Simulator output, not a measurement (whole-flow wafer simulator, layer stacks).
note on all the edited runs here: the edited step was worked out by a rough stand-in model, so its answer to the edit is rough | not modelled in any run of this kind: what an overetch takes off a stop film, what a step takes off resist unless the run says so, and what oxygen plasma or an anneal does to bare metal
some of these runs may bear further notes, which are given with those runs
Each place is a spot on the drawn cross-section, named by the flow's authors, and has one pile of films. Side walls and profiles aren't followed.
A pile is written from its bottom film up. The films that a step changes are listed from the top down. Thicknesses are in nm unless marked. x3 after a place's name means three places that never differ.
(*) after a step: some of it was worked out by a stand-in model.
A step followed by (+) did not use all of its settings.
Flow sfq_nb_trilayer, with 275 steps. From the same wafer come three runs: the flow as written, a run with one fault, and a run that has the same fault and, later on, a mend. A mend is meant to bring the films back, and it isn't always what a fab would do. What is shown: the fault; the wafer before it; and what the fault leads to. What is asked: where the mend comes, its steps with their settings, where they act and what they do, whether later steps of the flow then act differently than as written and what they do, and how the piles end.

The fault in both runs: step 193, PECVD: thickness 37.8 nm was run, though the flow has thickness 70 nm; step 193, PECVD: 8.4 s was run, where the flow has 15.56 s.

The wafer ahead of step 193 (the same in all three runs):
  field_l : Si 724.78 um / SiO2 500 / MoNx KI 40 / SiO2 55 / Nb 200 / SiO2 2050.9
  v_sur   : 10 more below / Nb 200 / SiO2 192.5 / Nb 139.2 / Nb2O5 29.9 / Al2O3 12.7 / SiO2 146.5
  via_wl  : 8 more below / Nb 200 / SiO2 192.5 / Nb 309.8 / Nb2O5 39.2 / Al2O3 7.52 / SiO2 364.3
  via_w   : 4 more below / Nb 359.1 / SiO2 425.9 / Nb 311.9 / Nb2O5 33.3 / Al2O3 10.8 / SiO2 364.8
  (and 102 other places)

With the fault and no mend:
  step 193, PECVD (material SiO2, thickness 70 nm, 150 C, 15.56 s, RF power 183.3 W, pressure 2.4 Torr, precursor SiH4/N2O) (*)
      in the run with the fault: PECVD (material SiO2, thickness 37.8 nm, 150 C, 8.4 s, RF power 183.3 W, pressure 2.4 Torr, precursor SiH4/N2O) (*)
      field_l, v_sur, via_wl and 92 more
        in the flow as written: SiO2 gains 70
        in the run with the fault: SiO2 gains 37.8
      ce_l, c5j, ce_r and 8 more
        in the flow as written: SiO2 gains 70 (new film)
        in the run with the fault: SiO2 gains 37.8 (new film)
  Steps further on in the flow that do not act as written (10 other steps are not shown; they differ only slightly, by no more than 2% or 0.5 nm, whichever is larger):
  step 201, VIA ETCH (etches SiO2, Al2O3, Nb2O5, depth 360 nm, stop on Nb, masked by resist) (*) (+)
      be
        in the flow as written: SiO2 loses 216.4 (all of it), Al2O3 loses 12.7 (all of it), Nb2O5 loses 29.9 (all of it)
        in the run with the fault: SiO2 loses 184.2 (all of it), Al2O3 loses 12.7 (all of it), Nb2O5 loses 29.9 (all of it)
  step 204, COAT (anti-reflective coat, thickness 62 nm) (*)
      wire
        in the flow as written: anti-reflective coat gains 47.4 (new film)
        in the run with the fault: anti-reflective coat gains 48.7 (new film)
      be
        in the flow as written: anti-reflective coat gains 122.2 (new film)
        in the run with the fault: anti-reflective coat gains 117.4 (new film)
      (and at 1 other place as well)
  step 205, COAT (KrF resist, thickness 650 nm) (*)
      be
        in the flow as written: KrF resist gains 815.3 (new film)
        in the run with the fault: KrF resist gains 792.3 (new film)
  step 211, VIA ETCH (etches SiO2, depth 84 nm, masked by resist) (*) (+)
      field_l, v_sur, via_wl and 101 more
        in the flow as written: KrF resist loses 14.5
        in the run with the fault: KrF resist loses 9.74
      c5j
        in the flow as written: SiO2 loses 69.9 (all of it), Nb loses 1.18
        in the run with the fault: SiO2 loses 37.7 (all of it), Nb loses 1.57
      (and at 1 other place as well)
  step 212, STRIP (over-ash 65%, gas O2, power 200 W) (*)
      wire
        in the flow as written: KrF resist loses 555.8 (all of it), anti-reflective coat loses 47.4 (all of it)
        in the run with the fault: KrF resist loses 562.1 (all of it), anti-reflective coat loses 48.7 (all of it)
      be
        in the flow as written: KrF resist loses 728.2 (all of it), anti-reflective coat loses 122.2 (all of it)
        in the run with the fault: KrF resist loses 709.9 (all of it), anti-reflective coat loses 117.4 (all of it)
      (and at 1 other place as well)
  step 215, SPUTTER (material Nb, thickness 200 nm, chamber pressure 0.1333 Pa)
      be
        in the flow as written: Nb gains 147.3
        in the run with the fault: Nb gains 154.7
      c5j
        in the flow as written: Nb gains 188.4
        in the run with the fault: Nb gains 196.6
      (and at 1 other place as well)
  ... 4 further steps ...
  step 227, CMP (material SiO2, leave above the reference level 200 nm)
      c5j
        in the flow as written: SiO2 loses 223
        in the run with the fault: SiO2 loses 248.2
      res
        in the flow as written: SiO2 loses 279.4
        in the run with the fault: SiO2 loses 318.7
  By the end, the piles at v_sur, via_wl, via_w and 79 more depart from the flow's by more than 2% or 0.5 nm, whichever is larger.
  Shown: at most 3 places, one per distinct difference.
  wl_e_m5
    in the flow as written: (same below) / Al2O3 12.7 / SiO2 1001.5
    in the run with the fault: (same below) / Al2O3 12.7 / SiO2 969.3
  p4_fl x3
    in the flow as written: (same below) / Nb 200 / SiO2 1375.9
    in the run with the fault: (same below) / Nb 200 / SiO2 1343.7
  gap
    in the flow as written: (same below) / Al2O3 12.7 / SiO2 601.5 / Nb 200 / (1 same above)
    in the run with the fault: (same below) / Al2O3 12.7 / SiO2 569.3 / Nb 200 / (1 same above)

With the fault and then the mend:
  The mend stands after step 199.
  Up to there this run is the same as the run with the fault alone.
  step 199a, STRIP (over-ash 65%, gas O2, power 200 W) (*)
      p4_fl x3, p4_w1 x9, p4_g1 x2 and 33 more
        KrF resist loses 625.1 (all of it), anti-reflective coat loses 62 (all of it)
      wl_b_m5, wl_b_sr, wl_c_sl and 12 more
        KrF resist loses 625 (all of it), anti-reflective coat loses 62 (all of it)
      v_sur, via_wl, via_w
        KrF resist loses 625.7 (all of it), anti-reflective coat loses 62.2 (all of it)
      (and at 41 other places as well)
  step 199b, PECVD (material SiO2, thickness 32.2 nm, 150 C, 7.156 s, RF power 183.3 W, pressure 2.4 Torr, precursor SiH4/N2O) (*) (a further turn of the flow's step 193, with different settings)
      field_l, v_sur, via_wl and 103 more
        SiO2 gains 32.2
  step 199c, COAT (anti-reflective coat, thickness 62 nm) (*) (a further turn of the flow's step 194)
      p4_fl x3, p4_w1 x9, p4_g1 x2 and 50 more
        anti-reflective coat gains 62 (new film)
      via_wr, via_sp, via_v, wire, lsp_r, l0_sur, l0v
        anti-reflective coat gains 62.3 (new film)
      be, be_sur, gap, lsp_m, ln_m6
        anti-reflective coat gains 62.4 (new film)
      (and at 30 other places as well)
  step 199d, COAT (KrF resist, thickness 650 nm) (*) (a further turn of the flow's step 195)
      p4_fl x3, p4_w1 x9, p4_g1 x2 and 33 more
        KrF resist gains 650 (new film)
      wl_b_m5, wl_b_sr, wl_c_sl and 12 more
        KrF resist gains 649.9 (new film)
      v_sur, via_wl, via_w
        KrF resist gains 650.6 (new film)
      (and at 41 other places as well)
  step 199e, SOFTBAKE (KrF resist) (a further turn of the flow's step 196)
      alters no film at any place that is followed
  step 199f, EXPOSE (photomask I5, dose 12.41 mJ/cm2, NA 0.6, wavelength 248 nm) (*) (a further turn of the flow's step 197)
      alters no film at any place that is followed
  step 199g, PEB (KrF resist, 90 s) (a further turn of the flow's step 198)
      field_l, v_sur, via_wl and 87 more
        KrF resist loses 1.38
      jj_sur, ce_l, sp_r, moat, field_r, wl_jj
        KrF resist loses 1.39
      be_r, r_sur, res, r_end
        KrF resist loses 1.33
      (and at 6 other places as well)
  step 199h, DEVELOP (KrF resist, thickness 650 nm, 60 s) (a further turn of the flow's step 199)
      field_l, v_sur, via_wl and 102 more
        KrF resist loses 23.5
      be
        KrF resist loses 649.8 (all of it)
  Every later step of the flow that is run acts as written, at every place that is followed, to within 2% or 0.5 nm, whichever is larger.
  By the end, the piles equal the flow's at every place that both follow.
